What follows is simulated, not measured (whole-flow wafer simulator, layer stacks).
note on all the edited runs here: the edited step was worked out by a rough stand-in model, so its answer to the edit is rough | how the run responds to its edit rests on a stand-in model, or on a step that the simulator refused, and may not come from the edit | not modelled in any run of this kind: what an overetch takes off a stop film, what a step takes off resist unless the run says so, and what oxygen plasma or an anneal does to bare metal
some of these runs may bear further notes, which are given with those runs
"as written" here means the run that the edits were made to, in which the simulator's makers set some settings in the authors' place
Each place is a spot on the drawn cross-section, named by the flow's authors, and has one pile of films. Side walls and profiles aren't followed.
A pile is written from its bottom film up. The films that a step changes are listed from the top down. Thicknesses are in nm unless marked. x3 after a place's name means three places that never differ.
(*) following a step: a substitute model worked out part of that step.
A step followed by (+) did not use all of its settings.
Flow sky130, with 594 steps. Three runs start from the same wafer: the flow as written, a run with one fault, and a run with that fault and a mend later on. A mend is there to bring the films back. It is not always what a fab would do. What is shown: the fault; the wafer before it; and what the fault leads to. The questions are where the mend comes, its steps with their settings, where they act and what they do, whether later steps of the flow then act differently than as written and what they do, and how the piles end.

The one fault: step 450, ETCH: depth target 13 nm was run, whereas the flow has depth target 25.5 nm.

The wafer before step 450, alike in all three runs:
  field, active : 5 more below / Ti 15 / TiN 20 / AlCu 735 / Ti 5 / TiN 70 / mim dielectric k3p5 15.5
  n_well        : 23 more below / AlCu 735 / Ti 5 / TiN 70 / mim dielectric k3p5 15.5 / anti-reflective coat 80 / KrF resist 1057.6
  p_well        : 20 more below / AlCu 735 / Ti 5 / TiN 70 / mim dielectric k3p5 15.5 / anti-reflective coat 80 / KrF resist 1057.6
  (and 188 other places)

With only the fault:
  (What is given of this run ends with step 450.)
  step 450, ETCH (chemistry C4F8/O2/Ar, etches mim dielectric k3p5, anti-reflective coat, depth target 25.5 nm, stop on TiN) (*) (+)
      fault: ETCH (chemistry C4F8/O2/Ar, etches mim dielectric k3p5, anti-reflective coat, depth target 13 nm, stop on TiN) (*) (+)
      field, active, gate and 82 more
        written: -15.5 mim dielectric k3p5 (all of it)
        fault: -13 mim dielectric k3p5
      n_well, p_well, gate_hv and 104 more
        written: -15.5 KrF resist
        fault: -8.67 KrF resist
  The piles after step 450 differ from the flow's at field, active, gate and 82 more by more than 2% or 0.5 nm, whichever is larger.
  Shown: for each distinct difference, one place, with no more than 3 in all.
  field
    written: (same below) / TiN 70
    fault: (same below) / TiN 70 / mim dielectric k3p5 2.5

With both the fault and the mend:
  The mend follows step 450.
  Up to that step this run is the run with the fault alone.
  step 450a, ETCH (chemistry C4F8/O2/Ar, etches mim dielectric k3p5, anti-reflective coat, depth target 12.5 nm, stop on TiN) (*) (+) (the flow's step 450, run once more with other settings)
      n_well, p_well, gate_hv and 104 more
        -2.5 KrF resist
      field, active, gate and 82 more
        -2.5 mim dielectric k3p5 (all of it)
  Every later step of the flow that is run acts as written, at every place that is followed, to within 2% or 0.5 nm, whichever is larger.
  By the end, the piles equal the flow's at every place that both follow.
